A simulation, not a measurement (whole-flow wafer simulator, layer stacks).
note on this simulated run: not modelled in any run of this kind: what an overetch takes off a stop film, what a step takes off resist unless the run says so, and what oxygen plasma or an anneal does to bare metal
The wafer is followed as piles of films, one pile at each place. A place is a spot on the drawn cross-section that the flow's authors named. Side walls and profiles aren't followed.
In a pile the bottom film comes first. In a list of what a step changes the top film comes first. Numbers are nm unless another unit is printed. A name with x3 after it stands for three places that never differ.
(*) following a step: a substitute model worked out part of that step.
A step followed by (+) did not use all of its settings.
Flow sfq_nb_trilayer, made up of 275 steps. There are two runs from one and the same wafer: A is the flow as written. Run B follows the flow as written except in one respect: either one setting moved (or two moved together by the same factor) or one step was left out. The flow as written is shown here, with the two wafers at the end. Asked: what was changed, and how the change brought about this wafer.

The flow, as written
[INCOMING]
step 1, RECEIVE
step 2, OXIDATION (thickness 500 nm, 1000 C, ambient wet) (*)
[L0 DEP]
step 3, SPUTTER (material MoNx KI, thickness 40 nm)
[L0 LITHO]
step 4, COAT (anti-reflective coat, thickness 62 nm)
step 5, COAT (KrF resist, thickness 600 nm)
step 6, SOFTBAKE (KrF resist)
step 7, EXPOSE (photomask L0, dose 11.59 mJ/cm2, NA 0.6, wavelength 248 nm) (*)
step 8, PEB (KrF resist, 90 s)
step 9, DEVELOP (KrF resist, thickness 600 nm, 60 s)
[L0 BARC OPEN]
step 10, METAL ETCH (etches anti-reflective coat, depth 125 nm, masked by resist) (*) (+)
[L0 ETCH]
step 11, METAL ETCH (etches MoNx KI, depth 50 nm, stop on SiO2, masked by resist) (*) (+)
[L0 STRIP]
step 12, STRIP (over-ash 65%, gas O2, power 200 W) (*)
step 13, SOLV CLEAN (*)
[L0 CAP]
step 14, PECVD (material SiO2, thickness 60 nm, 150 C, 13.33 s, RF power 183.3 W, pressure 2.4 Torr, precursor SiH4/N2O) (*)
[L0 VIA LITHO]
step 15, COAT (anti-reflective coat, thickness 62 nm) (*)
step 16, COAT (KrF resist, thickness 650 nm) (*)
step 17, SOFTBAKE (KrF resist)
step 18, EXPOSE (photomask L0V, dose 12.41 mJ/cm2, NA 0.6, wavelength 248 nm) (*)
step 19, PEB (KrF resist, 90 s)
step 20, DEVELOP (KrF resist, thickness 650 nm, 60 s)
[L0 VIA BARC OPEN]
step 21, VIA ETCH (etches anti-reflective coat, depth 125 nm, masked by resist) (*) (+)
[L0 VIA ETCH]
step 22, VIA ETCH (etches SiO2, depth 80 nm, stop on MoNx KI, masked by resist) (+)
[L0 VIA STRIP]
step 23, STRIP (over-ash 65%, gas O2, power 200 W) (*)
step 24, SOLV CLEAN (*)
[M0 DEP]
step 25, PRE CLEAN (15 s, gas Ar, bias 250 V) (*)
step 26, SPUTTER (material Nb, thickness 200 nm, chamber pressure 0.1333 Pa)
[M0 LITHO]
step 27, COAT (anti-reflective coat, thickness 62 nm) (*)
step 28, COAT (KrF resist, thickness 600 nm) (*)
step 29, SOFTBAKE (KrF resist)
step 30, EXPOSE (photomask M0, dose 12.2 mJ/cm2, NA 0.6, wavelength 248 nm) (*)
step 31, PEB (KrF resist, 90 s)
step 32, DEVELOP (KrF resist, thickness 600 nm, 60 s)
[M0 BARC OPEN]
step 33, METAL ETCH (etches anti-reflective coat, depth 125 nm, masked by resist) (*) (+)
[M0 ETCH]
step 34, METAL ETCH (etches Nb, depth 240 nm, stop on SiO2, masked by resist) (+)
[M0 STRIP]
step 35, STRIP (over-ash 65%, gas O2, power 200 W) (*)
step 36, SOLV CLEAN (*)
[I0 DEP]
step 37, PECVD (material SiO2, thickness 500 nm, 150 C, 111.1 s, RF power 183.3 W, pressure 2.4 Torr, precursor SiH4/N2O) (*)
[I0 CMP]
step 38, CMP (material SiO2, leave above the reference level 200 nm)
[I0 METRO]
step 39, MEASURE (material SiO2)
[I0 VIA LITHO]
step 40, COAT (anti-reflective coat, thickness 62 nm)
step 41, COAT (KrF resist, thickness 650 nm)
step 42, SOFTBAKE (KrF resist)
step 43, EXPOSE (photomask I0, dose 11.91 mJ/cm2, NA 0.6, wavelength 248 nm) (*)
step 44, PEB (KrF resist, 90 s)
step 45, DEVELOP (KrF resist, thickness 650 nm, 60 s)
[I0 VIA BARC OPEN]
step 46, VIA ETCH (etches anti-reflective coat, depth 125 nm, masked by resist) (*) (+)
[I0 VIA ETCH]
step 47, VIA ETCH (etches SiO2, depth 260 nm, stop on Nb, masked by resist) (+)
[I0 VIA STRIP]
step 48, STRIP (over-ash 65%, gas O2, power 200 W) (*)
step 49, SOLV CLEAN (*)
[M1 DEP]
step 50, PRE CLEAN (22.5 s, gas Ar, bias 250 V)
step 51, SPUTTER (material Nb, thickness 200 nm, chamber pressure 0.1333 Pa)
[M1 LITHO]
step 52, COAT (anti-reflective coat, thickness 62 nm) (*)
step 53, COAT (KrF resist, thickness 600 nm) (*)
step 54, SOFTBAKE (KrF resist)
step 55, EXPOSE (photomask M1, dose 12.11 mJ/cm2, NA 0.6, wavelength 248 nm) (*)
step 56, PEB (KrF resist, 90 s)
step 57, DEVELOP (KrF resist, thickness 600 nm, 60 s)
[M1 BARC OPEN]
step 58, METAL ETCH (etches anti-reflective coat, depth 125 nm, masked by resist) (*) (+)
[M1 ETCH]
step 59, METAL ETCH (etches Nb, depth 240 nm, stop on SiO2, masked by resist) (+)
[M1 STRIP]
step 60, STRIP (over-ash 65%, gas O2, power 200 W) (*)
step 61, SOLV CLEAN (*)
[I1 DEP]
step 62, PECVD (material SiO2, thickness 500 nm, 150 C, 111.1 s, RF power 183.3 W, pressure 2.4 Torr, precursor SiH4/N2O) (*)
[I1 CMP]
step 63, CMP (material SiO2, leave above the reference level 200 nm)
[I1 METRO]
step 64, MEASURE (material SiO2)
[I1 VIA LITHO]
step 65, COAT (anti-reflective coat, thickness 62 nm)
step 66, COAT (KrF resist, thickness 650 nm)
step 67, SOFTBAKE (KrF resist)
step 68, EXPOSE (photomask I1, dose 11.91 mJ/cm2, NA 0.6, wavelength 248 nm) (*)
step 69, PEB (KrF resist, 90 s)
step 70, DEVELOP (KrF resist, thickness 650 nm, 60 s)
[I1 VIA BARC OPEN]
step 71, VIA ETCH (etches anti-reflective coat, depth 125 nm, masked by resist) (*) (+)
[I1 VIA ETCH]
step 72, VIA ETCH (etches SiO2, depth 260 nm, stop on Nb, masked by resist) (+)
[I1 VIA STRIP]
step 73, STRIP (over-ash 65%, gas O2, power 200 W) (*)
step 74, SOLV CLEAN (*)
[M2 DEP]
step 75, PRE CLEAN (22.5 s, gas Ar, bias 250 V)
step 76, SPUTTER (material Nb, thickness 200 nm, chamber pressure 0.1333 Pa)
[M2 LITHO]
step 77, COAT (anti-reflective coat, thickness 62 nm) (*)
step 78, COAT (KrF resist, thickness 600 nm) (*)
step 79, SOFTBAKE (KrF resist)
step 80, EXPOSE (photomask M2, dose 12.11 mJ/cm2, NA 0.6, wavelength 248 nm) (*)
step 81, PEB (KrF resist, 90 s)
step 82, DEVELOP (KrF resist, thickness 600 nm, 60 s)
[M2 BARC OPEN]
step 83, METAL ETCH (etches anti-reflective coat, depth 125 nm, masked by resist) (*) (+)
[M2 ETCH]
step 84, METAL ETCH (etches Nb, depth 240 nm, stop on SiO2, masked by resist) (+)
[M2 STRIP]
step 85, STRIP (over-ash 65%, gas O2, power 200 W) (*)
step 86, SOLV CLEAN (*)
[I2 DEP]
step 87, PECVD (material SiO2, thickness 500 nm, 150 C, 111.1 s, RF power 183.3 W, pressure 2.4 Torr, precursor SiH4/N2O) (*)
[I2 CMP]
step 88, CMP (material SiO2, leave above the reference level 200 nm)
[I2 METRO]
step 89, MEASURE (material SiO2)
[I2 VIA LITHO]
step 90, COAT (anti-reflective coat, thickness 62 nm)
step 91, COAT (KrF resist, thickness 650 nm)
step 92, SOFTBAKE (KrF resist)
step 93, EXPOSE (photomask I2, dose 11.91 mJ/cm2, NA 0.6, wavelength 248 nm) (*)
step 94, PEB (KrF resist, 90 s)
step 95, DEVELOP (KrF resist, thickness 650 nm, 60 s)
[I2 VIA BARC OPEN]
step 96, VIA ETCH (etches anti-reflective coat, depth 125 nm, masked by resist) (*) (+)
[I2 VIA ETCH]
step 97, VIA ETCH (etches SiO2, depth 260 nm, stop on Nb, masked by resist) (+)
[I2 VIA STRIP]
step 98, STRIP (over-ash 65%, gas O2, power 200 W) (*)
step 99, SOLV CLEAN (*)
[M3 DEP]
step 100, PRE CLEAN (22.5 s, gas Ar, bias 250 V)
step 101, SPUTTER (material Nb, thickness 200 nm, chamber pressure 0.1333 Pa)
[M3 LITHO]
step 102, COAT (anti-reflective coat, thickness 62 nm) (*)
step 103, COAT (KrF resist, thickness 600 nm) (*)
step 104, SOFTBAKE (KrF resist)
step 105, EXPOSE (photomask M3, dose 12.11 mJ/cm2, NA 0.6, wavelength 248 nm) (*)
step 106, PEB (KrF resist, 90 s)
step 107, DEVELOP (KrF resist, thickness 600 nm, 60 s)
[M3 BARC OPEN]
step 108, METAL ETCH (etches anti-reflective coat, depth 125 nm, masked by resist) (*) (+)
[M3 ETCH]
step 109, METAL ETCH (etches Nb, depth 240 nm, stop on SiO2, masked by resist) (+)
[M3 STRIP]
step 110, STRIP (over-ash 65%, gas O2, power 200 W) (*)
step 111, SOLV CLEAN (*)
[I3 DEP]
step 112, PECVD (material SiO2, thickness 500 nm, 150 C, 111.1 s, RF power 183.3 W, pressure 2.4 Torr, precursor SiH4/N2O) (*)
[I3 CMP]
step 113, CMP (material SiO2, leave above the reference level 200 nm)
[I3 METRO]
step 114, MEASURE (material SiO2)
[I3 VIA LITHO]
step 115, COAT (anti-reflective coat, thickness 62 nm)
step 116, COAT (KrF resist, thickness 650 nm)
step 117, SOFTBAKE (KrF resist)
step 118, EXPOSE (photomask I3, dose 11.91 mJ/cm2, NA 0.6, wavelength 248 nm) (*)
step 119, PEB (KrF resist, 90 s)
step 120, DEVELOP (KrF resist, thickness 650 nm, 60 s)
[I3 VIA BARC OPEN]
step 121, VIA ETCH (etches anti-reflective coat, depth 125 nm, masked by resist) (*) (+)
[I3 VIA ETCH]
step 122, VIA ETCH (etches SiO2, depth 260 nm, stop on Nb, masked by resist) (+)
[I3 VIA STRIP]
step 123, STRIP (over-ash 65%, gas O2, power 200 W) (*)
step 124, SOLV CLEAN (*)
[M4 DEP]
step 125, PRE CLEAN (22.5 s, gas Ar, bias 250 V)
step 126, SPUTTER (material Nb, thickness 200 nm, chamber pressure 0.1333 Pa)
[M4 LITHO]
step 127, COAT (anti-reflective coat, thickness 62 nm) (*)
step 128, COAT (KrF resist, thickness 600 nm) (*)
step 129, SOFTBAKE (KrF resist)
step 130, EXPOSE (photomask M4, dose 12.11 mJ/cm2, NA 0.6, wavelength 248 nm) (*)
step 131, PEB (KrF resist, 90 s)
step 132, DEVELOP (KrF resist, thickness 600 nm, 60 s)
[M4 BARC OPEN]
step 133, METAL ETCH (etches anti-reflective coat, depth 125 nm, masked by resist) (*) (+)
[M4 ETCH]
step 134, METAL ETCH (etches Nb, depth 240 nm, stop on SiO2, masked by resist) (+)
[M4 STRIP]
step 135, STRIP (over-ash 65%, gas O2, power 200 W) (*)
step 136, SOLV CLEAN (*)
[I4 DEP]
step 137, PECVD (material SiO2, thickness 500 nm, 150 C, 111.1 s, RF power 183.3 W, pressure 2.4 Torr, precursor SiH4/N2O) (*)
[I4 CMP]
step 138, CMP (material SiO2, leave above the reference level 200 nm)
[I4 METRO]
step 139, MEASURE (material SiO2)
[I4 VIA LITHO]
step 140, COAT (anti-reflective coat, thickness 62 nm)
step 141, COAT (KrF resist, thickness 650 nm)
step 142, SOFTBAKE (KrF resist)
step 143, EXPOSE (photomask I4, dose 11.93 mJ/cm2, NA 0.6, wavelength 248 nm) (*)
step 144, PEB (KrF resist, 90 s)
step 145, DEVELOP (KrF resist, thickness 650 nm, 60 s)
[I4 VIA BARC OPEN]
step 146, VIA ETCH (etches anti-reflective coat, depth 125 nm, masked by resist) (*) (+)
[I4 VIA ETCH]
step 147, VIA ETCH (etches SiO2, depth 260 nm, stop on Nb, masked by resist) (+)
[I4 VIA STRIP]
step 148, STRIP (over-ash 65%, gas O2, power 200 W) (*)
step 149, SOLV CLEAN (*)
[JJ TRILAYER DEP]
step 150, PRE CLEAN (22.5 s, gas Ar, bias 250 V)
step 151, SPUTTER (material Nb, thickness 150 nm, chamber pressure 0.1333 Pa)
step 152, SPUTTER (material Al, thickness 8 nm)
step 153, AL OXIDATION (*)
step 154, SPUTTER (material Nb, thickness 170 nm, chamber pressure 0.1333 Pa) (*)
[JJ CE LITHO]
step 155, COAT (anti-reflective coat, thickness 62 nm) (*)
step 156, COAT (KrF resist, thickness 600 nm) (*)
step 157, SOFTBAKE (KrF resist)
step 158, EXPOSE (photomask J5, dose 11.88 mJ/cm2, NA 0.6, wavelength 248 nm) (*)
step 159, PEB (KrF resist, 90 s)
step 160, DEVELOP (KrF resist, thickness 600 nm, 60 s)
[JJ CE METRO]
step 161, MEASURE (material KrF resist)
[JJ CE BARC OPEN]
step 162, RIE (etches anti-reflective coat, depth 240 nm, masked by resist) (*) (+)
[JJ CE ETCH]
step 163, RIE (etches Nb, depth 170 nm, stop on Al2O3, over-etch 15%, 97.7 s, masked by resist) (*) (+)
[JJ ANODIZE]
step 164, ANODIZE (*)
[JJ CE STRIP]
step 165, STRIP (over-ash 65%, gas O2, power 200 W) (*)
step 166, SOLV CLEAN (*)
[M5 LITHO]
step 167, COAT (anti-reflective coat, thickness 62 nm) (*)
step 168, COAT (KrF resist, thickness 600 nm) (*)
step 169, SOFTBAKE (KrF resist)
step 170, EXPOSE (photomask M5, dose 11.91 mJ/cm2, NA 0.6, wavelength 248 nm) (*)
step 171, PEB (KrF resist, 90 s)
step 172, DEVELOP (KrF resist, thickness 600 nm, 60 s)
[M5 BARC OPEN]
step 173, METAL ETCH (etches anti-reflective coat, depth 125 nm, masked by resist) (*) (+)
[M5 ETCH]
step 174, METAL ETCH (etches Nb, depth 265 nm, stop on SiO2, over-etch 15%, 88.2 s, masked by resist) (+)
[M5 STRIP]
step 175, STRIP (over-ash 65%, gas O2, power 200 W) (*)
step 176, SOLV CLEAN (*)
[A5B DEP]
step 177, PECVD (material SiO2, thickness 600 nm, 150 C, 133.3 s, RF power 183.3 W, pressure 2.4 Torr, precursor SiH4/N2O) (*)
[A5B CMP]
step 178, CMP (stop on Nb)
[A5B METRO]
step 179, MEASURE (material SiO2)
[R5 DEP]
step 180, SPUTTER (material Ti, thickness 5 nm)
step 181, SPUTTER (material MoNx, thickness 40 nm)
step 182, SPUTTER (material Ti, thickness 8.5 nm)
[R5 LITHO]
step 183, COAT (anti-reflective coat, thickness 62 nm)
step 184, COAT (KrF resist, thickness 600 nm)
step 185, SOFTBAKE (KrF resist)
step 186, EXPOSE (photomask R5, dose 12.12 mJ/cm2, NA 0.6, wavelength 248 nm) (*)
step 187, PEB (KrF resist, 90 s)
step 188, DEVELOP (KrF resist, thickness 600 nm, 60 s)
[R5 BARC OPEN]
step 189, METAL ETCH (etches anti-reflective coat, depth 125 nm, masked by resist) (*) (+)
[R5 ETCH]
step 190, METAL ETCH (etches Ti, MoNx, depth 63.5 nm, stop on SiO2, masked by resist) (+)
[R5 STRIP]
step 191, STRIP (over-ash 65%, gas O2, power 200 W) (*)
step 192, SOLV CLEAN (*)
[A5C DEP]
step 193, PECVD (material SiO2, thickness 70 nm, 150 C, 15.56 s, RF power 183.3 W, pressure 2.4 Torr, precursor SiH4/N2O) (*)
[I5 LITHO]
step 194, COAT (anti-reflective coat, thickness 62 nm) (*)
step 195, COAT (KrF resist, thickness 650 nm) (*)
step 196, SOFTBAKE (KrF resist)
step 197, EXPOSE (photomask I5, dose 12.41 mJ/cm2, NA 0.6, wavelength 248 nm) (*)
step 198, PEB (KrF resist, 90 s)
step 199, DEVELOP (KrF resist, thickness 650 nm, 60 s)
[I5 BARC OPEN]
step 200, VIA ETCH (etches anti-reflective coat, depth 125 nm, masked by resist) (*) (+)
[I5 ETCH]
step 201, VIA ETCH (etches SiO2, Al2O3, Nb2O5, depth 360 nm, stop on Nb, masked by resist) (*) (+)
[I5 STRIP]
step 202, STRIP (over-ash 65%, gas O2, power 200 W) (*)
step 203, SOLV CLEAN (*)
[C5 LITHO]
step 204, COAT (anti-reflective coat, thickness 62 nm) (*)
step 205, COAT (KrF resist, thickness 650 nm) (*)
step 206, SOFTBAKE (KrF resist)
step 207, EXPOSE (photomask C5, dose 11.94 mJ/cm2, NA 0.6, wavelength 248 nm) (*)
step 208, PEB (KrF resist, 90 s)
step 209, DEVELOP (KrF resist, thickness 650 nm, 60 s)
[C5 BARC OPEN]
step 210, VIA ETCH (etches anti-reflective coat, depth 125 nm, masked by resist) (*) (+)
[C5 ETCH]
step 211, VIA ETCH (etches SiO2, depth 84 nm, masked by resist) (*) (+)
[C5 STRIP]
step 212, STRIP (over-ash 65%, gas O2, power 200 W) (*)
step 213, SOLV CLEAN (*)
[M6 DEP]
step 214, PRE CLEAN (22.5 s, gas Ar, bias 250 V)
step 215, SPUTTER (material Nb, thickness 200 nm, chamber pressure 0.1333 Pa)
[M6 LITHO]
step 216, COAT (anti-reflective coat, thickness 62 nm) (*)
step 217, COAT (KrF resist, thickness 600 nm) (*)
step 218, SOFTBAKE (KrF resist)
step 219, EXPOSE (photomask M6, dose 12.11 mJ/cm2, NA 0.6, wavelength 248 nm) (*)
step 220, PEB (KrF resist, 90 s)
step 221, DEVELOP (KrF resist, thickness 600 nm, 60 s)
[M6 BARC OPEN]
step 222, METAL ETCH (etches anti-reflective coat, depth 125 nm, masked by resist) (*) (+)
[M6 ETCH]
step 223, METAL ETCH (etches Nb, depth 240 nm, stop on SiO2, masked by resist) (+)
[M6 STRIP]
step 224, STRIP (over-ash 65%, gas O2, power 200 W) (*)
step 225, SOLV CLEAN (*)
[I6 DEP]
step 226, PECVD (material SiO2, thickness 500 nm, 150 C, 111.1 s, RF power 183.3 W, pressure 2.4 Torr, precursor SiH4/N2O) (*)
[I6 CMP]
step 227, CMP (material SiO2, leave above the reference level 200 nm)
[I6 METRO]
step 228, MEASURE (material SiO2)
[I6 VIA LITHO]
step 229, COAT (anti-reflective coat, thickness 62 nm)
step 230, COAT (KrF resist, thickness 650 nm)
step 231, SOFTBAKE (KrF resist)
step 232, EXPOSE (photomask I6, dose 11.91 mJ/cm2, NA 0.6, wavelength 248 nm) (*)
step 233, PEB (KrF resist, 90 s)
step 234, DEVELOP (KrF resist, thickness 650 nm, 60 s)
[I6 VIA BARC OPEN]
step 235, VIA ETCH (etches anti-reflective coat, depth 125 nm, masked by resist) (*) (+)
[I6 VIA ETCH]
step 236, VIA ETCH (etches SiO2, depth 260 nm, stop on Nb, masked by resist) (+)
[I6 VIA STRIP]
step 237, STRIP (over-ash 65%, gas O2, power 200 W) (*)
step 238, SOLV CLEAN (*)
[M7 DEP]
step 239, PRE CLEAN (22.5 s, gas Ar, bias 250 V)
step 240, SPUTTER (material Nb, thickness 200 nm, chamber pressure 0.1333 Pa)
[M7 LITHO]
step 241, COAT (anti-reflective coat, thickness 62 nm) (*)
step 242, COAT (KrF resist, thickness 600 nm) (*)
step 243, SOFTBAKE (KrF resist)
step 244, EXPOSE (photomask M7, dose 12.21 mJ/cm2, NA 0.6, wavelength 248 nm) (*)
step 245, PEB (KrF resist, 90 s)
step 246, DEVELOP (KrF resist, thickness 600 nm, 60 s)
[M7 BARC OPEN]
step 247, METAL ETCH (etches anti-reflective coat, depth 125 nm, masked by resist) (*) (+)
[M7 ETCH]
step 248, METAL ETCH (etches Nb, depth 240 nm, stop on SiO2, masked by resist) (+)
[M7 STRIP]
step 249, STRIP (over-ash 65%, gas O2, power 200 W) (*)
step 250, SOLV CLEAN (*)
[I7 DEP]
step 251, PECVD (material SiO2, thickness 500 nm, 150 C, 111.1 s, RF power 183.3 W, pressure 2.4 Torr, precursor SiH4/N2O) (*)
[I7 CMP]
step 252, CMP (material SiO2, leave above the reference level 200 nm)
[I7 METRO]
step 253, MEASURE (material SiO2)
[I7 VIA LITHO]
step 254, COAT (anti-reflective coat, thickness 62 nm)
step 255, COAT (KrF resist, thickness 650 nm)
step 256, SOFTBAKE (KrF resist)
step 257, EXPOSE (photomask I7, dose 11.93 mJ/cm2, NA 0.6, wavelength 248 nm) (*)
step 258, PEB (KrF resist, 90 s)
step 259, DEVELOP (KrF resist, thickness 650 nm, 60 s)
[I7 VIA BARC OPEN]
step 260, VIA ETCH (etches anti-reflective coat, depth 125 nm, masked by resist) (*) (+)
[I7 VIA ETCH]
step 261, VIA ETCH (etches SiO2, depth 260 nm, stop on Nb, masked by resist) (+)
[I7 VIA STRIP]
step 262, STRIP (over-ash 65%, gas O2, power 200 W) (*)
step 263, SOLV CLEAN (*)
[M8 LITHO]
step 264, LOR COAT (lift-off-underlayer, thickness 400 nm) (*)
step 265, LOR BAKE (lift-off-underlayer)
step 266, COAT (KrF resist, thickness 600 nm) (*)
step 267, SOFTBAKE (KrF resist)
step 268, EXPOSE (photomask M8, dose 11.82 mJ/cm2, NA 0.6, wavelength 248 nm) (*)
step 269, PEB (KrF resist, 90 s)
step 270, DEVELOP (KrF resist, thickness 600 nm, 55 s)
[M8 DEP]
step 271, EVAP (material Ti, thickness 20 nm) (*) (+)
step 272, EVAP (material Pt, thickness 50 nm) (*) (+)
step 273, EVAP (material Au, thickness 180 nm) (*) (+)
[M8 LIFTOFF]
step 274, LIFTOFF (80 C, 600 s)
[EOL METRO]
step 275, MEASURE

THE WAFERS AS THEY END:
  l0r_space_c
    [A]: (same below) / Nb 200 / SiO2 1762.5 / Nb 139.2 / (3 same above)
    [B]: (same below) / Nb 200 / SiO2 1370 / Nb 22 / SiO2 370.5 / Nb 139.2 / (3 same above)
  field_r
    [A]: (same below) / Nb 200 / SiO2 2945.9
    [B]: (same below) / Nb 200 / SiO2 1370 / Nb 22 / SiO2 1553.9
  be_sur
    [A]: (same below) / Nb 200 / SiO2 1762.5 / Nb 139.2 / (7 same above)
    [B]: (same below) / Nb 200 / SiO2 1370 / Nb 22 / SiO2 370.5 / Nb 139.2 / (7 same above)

What caused this: step 134, METAL ETCH: depth 178 nm was run, while the flow as written has depth 240 nm.

Step by step, how the change led to this:
  step 134, METAL ETCH (etches Nb, depth 240 nm, stop on SiO2, masked by resist) (+)
      field_l, be, be_sur and 64 more: A -200 Nb (all of it) | B -178 Nb
      v_sur, via_wl, via_w and 36 more: A -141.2 KrF resist | B -104.7 KrF resist
  step 135, STRIP (over-ash 65%, gas O2, power 200 W) (*)
      p4_fl, p4_fm, p4_w1 and 26 more: A -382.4 KrF resist (all of it), -62 anti-reflective coat (all of it) | B -418.9 KrF resist (all of it), -62 anti-reflective coat (all of it)
      ln_m5, lsp_m, ln_m6: A -381.9 KrF resist (all of it), -61.8 anti-reflective coat (all of it) | B -418.4 KrF resist (all of it), -61.8 anti-reflective coat (all of it)
      (and at 7 other places as well)
  step 137, PECVD (material SiO2, thickness 500 nm, 150 C, 111.1 s, RF power 183.3 W, pressure 2.4 Torr, precursor SiH4/N2O) (*)
      field_l, be, be_sur and 55 more: A +500 SiO2 | B +500 SiO2 (new film)
      p3_s0, p3_s1, p3_s2, p3_s3, p3_s4, p3_s5: A +557.1 SiO2 | B +535.1 SiO2 (new film)
      (and at 3 other places as well)
  step 138, CMP (material SiO2, leave above the reference level 200 nm)
      field_l, be, be_sur and 55 more: A -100 SiO2 | B -122 SiO2
      lsp_r, l0_sur, l0v: A -91.9 SiO2 | B -114.8 SiO2
With metal films that touch counted as one body, l0r_space_c has 3 bodies (between them, from the top down: SiO2 370.5; SiO2 1370); the flow as written gives 2 bodies (between them, from the top down: SiO2 1762.5).
With metal films that touch counted as one body, field_r has 2 bodies (between them, from the top down: SiO2 1370); the flow as written gives 1 body.
With metal films that touch counted as one body, be_sur has 5 bodies (between them, from the top down: SiO2 192.5; SiO2 209 / Al2O3 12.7 / Nb2O5 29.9; SiO2 370.5; SiO2 1370); the flow as written gives 4 bodies (between them, from the top down: SiO2 192.5; SiO2 209 / Al2O3 12.7 / Nb2O5 29.9; SiO2 1762.5).
